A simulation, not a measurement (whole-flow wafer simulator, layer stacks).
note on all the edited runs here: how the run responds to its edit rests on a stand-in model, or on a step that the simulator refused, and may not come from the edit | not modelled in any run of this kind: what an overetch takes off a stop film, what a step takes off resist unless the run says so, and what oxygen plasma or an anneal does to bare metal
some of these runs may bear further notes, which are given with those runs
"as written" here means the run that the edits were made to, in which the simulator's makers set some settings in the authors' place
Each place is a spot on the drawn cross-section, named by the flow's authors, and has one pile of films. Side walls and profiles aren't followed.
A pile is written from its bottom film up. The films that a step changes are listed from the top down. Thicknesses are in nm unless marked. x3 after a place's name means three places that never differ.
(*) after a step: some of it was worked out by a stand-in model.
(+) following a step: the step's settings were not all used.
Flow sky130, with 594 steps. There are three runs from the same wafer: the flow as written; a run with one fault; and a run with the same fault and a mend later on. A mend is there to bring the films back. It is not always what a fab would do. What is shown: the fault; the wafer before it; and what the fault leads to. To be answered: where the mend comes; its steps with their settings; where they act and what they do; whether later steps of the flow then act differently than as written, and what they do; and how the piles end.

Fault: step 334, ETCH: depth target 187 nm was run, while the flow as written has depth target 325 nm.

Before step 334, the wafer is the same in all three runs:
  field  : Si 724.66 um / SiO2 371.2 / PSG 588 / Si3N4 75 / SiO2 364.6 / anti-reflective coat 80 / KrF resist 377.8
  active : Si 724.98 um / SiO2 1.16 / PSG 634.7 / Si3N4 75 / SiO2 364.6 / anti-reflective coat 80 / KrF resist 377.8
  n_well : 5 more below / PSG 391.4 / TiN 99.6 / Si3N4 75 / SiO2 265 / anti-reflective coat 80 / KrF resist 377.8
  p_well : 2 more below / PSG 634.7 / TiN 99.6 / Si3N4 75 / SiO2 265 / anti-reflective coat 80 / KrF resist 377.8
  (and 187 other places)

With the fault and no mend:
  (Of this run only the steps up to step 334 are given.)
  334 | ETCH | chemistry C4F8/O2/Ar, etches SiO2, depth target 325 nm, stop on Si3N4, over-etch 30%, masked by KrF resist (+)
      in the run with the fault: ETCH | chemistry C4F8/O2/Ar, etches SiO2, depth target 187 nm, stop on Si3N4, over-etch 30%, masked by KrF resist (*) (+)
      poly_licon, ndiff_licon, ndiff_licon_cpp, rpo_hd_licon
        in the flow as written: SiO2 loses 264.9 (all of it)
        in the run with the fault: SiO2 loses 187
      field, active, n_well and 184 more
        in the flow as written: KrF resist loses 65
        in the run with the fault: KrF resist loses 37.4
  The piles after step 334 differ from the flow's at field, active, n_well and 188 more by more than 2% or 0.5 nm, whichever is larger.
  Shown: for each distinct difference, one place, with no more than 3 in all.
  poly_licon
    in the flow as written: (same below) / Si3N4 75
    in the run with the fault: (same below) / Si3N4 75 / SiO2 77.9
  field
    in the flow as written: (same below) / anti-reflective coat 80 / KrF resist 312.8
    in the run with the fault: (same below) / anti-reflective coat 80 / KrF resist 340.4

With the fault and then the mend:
  After step 334 comes the mend.
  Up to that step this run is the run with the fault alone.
  334a | ETCH | chemistry C4F8/O2/Ar, etches SiO2, depth target 138 nm, stop on Si3N4, over-etch 30%, masked by KrF resist (+) (the flow's step 334 again, with other settings)
      field, active, n_well and 184 more
        KrF resist loses 27.6
      poly_licon, ndiff_licon, ndiff_licon_cpp, rpo_hd_licon
        SiO2 loses 77.9 (all of it)
  None of the later steps of the flow acts differently than as written at any place that is followed.
  The piles end the same as the flow's at every place that both follow.
